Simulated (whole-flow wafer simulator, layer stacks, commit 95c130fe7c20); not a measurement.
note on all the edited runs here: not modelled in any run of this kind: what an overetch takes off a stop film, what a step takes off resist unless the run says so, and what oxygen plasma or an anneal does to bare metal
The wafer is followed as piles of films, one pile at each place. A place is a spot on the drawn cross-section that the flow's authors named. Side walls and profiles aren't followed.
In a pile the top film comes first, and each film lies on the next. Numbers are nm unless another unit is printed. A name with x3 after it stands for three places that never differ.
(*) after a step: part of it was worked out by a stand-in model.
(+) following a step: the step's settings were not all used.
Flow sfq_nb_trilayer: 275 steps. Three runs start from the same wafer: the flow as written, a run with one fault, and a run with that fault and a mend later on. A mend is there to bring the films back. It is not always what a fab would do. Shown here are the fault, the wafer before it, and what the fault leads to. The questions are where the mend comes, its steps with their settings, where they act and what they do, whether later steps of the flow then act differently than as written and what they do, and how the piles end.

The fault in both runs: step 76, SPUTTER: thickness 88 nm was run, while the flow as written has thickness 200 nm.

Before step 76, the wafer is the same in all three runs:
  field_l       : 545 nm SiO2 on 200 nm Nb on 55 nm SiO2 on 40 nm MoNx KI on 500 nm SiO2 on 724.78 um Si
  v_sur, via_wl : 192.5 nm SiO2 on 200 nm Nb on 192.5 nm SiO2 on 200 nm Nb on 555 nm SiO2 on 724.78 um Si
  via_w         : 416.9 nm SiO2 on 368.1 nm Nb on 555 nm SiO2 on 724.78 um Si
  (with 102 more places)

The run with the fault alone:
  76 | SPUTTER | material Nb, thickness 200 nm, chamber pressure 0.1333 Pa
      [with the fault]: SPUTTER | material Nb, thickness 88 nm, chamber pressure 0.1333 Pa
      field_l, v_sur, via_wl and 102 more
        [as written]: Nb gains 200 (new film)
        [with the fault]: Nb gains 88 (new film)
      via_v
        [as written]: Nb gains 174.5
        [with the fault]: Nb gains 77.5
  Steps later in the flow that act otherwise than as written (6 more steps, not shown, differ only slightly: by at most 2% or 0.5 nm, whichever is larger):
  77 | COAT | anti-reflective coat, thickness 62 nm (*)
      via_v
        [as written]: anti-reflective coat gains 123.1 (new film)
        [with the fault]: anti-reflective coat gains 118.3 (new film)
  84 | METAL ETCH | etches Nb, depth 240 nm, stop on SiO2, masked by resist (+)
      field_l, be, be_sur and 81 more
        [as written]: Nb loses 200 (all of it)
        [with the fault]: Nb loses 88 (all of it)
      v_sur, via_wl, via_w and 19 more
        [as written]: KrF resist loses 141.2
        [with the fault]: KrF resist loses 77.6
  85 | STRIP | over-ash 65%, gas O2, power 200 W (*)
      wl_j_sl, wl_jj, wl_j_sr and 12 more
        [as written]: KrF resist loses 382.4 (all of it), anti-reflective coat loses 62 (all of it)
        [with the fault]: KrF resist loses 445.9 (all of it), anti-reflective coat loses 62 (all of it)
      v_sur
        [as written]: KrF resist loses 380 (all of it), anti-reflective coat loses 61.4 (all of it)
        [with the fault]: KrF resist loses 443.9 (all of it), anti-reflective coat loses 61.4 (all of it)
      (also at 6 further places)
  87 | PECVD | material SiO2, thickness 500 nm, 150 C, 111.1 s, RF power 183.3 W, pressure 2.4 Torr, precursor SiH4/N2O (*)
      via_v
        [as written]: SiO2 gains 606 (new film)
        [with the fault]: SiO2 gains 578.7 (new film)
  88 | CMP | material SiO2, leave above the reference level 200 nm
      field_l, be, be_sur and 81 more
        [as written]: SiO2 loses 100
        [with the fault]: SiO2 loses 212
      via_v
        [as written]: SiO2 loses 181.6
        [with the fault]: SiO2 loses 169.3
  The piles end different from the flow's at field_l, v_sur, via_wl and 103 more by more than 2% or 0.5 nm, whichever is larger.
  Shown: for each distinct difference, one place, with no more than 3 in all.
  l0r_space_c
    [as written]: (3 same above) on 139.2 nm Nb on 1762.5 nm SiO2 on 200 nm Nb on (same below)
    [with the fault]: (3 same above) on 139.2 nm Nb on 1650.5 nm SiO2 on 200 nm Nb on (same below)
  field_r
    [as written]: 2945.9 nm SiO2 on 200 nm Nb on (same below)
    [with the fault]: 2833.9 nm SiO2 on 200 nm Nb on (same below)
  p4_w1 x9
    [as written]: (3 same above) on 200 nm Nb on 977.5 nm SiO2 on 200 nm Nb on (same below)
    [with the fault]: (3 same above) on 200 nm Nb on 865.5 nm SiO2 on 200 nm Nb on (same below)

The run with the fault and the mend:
  After step 82 comes the mend.
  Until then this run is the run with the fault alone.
  82a | STRIP | over-ash 65%, gas O2, power 200 W (*)
      p4_fl x3, p4_w1 x9, p4_g1 x2 and 48 more
        anti-reflective coat loses 62 (all of it)
      wl_j_sl, wl_jj, wl_j_sr and 12 more
        KrF resist loses 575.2 (all of it), anti-reflective coat loses 62 (all of it)
      moat, field_r, lsp_l and 6 more
        anti-reflective coat loses 61.8 (all of it)
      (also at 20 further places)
  82b | SPUTTER | material Nb, thickness 112 nm, chamber pressure 0.1333 Pa (the flow's step 76, run once more with other settings)
      field_l, v_sur, via_wl and 102 more
        Nb gains 112
      via_v
        Nb gains 92.7
  82c | COAT | anti-reflective coat, thickness 62 nm (*) (the flow's step 77, run once more)
      p4_fl x3, p4_w1 x9, p4_g1 x2 and 63 more
        anti-reflective coat gains 62 (new film)
      moat, field_r, lsp_l and 6 more
        anti-reflective coat gains 61.8 (new film)
      be_r, r_sur, res, r_end
        anti-reflective coat gains 61.7 (new film)
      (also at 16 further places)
  82d | COAT | KrF resist, thickness 600 nm (*) (the flow's step 78, run once more)
      p4_fl x3, p4_w1 x9, p4_g1 x2 and 63 more
        KrF resist gains 600 (new film)
      field_r, lsp_l, ln_m5, l0v
        KrF resist gains 599.5 (new film)
      lsp_m, ln_m6, lsp_r, l0_sur
        KrF resist gains 599.6 (new film)
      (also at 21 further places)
  82e | SOFTBAKE | KrF resist (the flow's step 79, run once more)
      leaves every film unchanged at each place that is followed
  82f | EXPOSE | photomask M2, dose 12.11 mJ/cm2, NA 0.6, wavelength 248 nm (*) (the flow's step 80, run once more)
      leaves every film unchanged at each place that is followed
  82g | PEB | KrF resist, 90 s (the flow's step 81, run once more)
      field_l, v_sur, via_wl and 97 more
        KrF resist loses 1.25
      via_w, via_wr, via_sp, wire, be
        KrF resist loses 1.24
      via_v
        KrF resist loses 1.6
  82h | DEVELOP | KrF resist, thickness 600 nm, 60 s (the flow's step 82, run once more)
      p4_fl x3, p4_w1 x9, p4_g1 x2 and 48 more
        KrF resist loses 598.7 (all of it)
      v_sur, via_wl, via_w and 19 more
        KrF resist loses 23.5
      lsp_l, ln_m5, lsp_m, ln_m6, lsp_r, l0_sur, l0v
        KrF resist loses 598.3 (all of it)
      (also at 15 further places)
  Later steps of the flow that are run all act as written at every place that is followed, up to a difference of at most 2% or 0.5 nm, whichever is larger.
  At the end the piles are close to the flow's at the places that both follow, differing by at most 2% or 0.5 nm, whichever is larger.
